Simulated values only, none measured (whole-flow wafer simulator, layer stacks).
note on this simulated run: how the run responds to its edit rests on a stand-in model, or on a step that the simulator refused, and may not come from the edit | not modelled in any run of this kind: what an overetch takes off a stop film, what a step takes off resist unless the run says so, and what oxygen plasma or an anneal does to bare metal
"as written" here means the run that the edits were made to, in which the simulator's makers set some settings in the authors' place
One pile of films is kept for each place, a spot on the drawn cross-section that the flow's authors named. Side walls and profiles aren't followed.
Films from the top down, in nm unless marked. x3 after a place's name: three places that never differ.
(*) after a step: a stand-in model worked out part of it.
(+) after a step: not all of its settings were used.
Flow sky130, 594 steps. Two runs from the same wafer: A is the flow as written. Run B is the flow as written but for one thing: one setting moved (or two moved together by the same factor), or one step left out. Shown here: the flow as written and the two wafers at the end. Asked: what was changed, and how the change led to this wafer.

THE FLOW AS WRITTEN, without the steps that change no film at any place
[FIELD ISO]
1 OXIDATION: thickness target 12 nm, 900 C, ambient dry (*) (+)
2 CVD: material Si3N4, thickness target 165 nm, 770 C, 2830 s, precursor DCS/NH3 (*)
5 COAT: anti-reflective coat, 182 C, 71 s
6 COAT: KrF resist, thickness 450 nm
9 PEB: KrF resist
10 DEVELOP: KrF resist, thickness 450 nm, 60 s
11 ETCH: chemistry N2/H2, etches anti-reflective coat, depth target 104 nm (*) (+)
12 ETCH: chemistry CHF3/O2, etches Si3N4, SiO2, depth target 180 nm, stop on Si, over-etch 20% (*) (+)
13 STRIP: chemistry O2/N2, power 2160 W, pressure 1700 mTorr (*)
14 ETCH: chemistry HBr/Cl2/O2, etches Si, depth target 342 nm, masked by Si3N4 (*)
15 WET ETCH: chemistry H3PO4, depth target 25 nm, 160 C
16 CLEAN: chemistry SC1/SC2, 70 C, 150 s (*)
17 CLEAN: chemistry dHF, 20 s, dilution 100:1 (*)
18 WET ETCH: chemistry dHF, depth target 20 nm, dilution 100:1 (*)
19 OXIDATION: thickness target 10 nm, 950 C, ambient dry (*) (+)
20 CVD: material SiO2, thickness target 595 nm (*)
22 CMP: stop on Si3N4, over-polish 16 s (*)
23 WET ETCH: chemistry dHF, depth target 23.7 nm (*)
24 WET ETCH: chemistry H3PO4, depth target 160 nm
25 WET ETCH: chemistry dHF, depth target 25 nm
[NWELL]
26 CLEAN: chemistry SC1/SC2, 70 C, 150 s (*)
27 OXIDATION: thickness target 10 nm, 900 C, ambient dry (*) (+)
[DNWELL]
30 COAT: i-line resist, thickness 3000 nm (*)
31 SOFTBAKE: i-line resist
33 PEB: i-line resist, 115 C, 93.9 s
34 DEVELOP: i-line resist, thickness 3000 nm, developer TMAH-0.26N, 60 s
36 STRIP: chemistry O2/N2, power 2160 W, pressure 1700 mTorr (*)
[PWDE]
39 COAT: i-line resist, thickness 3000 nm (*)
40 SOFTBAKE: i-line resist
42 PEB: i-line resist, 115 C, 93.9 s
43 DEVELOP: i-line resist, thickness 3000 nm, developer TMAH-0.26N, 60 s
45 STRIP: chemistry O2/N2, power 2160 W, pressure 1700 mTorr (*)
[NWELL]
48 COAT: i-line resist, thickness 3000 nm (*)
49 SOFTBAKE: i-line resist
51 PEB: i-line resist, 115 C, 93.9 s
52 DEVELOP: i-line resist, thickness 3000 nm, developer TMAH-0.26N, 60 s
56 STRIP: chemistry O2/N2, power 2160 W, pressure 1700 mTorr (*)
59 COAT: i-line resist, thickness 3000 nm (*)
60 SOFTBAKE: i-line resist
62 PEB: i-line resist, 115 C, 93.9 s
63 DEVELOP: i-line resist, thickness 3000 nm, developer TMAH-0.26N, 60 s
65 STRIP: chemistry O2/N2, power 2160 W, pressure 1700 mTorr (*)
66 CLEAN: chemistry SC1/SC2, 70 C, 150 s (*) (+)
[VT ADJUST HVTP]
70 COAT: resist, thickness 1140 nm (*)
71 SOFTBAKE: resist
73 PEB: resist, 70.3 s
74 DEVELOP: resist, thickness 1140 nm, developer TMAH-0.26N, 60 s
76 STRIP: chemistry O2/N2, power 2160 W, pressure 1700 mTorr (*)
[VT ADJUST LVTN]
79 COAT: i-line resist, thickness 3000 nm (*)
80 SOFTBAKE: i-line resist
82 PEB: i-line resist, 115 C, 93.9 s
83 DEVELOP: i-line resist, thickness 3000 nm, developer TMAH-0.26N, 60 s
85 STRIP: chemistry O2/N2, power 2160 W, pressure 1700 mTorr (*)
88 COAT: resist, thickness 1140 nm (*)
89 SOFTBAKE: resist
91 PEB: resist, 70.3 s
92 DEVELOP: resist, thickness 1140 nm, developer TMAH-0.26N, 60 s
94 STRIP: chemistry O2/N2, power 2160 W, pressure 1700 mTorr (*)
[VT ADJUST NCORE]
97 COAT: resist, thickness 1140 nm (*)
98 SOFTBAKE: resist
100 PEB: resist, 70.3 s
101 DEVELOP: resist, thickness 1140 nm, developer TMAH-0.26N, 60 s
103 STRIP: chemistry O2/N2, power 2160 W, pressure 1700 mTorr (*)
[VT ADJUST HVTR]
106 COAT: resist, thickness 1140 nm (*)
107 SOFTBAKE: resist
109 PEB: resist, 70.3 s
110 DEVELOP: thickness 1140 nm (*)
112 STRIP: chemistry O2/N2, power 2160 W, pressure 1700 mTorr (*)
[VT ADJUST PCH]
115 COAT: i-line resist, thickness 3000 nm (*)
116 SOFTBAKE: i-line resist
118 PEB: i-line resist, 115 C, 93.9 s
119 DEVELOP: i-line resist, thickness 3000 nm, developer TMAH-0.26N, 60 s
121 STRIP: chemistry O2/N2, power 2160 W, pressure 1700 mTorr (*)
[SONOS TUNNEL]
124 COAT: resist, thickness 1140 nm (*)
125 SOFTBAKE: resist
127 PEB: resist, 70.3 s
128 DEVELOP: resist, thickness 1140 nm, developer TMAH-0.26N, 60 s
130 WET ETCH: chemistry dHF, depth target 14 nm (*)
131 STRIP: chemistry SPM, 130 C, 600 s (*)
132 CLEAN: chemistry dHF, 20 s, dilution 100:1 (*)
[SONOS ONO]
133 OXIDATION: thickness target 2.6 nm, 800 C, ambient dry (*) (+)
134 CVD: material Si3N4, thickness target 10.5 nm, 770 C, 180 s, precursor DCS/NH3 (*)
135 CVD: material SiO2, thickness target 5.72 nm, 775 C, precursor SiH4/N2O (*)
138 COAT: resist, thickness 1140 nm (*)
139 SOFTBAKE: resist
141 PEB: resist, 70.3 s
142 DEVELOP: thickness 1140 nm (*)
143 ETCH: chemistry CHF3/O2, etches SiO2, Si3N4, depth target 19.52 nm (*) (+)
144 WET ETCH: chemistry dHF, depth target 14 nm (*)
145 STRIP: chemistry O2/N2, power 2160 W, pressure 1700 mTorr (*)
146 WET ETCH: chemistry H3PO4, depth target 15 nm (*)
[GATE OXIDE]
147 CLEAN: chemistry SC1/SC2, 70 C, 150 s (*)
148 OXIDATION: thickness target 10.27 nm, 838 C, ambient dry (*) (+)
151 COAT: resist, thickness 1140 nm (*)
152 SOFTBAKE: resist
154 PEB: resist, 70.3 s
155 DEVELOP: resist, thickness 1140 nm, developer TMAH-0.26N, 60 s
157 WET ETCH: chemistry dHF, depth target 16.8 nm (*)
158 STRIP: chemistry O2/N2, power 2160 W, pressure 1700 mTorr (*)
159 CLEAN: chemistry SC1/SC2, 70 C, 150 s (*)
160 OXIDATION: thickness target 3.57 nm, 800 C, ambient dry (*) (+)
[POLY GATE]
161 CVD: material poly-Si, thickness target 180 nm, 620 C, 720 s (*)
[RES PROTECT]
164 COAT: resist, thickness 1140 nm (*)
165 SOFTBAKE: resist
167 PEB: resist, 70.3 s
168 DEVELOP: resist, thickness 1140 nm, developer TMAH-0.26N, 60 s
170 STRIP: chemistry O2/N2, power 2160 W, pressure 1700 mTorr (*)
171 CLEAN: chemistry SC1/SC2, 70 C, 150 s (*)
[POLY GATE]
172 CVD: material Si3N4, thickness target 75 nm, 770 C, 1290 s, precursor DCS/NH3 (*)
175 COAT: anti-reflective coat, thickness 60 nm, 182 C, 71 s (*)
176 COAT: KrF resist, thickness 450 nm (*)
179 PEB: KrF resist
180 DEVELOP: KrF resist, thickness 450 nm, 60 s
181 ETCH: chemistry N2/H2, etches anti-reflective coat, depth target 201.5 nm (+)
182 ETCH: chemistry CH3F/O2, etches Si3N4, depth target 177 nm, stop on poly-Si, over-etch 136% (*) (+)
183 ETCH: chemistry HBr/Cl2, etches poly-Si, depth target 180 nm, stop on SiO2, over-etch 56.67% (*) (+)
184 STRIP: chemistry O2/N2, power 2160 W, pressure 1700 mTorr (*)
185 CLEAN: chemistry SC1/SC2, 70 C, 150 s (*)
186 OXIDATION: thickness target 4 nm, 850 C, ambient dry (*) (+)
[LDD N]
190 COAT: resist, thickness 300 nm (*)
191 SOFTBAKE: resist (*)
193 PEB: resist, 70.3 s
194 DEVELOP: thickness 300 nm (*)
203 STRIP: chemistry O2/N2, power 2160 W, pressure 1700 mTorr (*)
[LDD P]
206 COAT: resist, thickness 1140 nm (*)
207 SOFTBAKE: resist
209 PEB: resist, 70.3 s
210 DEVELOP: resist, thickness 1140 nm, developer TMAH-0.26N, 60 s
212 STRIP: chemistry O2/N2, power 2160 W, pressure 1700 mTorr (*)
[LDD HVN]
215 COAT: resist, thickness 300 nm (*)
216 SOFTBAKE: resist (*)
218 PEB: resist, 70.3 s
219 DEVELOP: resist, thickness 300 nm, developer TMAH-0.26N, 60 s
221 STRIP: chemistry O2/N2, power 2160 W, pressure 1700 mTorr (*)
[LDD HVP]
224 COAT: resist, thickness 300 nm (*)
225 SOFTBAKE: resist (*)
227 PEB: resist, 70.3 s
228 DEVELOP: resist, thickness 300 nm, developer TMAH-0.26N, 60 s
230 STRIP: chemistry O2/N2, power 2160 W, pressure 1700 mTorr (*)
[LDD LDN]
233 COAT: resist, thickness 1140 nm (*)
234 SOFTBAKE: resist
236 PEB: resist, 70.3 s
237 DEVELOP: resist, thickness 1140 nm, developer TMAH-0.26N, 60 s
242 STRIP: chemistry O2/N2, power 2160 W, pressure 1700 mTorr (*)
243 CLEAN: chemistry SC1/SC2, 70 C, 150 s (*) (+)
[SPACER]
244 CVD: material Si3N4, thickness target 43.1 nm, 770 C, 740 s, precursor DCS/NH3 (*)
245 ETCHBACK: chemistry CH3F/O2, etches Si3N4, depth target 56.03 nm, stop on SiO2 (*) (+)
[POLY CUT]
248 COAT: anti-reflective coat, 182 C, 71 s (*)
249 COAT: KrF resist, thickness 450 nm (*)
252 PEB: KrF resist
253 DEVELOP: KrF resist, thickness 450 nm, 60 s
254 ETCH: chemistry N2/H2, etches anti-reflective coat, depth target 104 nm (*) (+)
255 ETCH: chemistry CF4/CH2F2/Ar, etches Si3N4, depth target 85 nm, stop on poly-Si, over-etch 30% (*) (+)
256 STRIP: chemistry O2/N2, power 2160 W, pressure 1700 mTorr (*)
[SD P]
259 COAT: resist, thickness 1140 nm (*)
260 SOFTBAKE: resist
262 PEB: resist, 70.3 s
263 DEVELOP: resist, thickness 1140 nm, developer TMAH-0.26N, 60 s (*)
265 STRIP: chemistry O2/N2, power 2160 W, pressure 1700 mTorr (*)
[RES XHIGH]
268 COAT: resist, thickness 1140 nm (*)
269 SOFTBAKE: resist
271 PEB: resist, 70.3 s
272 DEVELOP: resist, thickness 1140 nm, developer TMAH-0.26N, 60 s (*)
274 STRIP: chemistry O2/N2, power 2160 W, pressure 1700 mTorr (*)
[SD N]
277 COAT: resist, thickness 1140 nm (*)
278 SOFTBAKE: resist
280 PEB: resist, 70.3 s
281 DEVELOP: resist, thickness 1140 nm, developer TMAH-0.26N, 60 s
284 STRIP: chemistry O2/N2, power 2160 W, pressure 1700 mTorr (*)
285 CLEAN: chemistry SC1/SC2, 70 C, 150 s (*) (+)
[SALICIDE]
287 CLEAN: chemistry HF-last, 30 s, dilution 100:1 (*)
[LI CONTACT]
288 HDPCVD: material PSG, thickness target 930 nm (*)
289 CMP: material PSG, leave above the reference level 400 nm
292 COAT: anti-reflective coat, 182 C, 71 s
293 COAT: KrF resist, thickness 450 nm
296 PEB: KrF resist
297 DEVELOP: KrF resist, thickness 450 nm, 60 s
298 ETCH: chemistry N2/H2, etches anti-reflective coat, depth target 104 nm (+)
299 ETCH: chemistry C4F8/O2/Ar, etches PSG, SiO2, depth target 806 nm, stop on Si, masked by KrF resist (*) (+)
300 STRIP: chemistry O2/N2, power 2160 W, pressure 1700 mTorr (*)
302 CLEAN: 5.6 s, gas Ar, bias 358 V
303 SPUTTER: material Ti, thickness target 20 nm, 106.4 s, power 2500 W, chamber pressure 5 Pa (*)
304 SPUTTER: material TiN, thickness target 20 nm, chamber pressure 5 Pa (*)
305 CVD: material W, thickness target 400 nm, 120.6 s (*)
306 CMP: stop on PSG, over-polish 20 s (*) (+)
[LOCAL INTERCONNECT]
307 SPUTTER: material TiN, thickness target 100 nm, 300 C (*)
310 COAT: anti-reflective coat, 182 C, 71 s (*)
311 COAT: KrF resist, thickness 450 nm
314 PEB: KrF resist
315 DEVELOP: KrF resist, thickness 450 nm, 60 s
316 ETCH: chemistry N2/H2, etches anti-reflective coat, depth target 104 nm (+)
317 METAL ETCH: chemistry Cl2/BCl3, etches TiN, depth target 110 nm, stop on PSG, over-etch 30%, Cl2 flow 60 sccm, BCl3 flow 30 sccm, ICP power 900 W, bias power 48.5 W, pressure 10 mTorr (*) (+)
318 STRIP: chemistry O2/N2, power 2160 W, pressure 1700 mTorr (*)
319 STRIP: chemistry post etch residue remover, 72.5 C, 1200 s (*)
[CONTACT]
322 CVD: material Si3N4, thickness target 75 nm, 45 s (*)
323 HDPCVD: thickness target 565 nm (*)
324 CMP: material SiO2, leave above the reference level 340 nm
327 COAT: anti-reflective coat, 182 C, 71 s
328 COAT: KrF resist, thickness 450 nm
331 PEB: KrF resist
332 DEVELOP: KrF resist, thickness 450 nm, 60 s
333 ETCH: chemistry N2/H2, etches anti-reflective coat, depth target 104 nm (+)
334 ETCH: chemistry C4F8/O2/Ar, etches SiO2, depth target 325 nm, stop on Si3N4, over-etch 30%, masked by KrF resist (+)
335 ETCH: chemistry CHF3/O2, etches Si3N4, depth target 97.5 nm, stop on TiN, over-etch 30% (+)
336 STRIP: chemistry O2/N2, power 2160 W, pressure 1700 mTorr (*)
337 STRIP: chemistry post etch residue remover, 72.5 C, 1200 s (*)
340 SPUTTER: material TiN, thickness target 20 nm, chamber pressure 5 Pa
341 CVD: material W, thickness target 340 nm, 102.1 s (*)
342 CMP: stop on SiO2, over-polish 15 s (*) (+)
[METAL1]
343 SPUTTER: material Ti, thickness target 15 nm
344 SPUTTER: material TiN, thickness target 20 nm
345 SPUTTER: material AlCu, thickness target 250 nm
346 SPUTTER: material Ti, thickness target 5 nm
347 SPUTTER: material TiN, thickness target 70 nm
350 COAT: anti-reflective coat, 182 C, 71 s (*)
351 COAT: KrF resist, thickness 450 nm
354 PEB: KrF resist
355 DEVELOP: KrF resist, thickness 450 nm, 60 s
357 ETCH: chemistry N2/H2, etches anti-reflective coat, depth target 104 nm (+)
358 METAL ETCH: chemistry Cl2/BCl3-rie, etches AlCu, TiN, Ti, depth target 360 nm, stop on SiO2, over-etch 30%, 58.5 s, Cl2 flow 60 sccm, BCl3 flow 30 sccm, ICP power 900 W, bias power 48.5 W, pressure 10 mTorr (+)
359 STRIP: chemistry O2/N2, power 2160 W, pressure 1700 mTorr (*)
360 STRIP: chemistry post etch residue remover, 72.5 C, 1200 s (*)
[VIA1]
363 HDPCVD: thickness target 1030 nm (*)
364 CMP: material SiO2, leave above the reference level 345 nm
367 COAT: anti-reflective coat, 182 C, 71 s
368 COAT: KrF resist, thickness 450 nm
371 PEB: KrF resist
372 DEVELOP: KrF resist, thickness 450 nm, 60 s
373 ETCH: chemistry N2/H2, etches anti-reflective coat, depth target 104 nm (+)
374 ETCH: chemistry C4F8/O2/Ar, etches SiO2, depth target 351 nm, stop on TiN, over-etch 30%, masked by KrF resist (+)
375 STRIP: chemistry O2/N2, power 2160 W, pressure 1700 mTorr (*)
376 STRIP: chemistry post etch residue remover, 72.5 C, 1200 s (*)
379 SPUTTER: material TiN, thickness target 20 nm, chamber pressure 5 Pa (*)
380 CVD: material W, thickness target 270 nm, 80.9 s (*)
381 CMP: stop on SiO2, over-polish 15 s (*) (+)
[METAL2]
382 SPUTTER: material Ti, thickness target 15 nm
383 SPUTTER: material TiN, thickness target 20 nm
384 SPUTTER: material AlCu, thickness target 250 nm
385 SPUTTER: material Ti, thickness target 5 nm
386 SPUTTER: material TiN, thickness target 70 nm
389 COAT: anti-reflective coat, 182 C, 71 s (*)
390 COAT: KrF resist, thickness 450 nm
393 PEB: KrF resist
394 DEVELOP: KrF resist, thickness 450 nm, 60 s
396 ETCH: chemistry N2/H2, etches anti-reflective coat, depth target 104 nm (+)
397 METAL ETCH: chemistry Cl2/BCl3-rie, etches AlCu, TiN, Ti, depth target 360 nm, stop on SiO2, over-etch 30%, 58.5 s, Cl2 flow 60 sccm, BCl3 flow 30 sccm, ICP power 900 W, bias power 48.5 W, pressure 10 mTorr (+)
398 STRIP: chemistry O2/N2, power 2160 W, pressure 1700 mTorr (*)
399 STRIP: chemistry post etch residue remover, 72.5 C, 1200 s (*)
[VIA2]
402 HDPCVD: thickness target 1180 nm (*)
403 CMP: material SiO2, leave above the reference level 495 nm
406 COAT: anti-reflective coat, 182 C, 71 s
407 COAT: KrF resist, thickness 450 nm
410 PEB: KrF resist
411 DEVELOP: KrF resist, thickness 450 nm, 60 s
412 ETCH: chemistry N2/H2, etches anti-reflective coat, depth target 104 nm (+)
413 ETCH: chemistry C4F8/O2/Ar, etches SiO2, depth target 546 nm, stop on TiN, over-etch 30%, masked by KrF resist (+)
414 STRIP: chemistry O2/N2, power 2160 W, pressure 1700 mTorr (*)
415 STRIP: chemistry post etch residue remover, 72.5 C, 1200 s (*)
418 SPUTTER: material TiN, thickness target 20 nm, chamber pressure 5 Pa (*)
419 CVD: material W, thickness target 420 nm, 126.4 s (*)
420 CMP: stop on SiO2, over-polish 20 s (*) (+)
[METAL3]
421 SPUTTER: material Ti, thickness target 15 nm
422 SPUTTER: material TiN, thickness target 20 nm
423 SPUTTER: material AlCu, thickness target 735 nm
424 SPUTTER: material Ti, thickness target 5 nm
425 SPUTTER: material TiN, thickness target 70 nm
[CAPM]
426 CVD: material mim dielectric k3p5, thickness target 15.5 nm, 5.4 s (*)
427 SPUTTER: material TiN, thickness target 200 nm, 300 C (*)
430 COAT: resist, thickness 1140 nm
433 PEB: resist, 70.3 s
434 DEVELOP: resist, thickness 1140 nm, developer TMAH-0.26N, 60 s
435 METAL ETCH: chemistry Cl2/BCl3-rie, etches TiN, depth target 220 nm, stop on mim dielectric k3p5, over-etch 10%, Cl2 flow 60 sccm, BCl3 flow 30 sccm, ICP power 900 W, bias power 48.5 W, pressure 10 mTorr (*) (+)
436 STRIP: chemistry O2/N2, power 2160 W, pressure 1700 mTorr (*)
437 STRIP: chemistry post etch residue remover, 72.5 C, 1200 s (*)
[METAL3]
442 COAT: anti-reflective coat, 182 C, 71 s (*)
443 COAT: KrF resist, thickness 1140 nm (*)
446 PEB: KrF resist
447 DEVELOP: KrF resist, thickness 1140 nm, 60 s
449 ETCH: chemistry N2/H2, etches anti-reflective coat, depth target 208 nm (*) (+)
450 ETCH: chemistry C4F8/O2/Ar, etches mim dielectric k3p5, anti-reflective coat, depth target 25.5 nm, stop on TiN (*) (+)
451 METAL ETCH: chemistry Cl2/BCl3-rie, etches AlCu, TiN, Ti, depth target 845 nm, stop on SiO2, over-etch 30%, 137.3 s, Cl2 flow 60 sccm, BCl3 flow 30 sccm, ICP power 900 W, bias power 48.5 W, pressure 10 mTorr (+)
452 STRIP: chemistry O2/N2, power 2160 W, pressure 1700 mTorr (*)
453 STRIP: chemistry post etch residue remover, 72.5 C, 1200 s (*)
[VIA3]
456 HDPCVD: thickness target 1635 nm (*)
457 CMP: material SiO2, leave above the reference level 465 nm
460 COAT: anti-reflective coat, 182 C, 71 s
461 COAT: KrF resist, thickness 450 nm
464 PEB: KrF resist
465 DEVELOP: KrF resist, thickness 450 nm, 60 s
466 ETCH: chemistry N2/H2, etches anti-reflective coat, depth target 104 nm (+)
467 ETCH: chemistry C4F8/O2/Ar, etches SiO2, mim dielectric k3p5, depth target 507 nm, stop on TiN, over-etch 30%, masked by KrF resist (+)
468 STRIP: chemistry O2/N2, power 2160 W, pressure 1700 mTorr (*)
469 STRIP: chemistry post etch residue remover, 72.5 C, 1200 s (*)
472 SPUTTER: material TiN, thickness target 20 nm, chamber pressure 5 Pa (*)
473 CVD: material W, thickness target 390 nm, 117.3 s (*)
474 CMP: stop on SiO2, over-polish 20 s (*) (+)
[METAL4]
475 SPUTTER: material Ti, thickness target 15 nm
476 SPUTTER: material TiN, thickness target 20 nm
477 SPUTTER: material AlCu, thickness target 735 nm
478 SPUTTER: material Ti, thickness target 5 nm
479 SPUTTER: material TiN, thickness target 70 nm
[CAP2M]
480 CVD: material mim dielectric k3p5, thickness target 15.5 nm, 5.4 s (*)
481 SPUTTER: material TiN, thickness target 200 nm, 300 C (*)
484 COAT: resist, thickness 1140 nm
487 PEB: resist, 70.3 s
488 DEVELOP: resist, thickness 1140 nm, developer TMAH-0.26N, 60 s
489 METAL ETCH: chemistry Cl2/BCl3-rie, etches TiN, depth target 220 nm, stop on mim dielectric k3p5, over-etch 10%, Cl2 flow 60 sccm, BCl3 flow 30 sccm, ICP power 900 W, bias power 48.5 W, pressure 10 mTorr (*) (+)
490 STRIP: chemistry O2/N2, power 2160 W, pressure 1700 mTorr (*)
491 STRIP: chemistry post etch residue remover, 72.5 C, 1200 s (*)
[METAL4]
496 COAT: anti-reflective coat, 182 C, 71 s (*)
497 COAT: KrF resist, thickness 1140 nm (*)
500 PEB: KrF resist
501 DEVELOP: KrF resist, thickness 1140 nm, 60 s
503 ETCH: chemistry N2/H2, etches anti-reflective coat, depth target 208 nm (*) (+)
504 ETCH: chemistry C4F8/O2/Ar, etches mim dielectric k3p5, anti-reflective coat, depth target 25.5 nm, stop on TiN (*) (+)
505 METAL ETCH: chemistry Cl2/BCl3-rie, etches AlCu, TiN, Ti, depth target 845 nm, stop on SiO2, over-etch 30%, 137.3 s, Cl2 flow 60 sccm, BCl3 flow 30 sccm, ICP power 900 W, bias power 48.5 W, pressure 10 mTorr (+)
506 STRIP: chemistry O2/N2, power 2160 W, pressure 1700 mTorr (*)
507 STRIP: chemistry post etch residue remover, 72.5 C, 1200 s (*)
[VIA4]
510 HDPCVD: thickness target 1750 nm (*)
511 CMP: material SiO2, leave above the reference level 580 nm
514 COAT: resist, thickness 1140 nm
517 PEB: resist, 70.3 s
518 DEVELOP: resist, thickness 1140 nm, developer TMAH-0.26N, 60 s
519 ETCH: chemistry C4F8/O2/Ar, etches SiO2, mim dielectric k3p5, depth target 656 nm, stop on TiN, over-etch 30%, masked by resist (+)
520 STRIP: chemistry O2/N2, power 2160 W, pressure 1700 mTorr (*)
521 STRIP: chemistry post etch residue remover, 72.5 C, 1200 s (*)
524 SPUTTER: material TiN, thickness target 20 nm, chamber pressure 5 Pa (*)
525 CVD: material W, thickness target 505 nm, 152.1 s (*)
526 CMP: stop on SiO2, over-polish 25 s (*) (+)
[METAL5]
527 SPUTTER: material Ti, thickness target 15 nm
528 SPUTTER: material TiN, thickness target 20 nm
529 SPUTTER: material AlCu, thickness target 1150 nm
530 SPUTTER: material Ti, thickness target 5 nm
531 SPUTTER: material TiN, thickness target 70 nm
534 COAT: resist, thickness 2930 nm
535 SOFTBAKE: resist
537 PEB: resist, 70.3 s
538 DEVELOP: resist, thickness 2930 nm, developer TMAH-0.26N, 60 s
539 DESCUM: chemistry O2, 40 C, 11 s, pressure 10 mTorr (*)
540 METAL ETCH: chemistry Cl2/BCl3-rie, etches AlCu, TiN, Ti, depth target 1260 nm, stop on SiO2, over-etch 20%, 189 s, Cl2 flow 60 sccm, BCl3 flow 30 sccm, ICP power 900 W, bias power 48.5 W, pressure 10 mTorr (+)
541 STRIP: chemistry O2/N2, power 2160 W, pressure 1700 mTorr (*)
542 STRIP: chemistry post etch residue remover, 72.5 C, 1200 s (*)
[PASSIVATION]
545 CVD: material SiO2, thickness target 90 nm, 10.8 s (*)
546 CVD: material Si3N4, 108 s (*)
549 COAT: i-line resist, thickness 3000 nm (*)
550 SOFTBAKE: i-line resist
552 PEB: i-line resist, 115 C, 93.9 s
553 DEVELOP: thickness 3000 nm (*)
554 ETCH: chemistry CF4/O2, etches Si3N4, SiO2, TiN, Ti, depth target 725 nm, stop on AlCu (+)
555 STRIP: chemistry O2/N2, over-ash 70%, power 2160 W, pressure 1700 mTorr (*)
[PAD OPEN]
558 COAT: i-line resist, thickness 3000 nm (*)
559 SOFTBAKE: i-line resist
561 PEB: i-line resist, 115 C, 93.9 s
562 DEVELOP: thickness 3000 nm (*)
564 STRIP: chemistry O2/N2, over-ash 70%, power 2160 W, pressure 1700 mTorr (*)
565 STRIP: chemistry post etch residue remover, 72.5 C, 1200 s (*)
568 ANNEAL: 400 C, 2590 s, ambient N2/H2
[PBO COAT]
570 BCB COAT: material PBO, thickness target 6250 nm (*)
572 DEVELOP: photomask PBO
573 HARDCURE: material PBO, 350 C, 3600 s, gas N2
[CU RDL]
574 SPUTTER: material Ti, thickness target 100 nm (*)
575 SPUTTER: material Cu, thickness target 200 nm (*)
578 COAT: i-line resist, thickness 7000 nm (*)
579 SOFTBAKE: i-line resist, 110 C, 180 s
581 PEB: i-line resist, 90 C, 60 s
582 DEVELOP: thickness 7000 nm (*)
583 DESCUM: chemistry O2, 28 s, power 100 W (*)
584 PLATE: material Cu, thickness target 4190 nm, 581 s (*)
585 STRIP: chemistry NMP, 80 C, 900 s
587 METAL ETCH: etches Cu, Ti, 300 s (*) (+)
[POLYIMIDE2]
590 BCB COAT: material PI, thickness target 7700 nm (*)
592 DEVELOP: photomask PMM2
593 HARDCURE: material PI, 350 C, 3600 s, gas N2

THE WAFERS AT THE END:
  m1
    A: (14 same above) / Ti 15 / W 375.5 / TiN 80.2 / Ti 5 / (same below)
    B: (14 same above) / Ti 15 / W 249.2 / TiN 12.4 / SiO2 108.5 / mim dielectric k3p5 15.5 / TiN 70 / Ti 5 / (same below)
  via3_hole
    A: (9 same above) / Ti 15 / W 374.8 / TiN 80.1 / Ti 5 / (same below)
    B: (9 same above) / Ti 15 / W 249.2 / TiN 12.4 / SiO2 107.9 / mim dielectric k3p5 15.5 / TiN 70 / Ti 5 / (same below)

The cause: step 467, ETCH: depth target 266 nm was run, where the flow has depth target 507 nm.

How the change led to this, step by step:
  467 ETCH: chemistry C4F8/O2/Ar, etches SiO2, mim dielectric k3p5, depth target 507 nm, stop on TiN, over-etch 30%, masked by KrF resist (+)
      m1: A SiO2 -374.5 (all of it), mim dielectric k3p5 -15.5 (all of it) | B SiO2 -266
      via3_hole: A SiO2 -373.9 (all of it), mim dielectric k3p5 -15.5 (all of it) | B SiO2 -266
      (and at 190 more places)
  468 STRIP: chemistry O2/N2, power 2160 W, pressure 1700 mTorr (*)
      field, active, n_well and 187 more: A KrF resist -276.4 (all of it), anti-reflective coat -80 (all of it) | B KrF resist -324.6 (all of it), anti-reflective coat -80 (all of it)
  472 SPUTTER: material TiN, thickness target 20 nm, chamber pressure 5 Pa (*)
      m1, via3_hole: A TiN +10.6 | B TiN +12.4 (new film)
  473 CVD: material W, thickness target 390 nm, 117.3 s (*)
      m1: A W +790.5 (new film) | B W +664.2 (new film)
      via3_hole: A W +789.9 (new film) | B W +664.2 (new film)
Counting metal films that touch as one body, m1 has 3 bodies (between them, from the top down: SiO2 108.5 / mim dielectric k3p5 15.5; SiO2 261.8 / Si3N4 75); the flow as written gives 2 bodies (between them, from the top down: SiO2 261.8 / Si3N4 75).
Counting metal films that touch as one body, via3_hole has 2 bodies (between them, from the top down: SiO2 107.9 / mim dielectric k3p5 15.5); the flow as written gives 1 body.
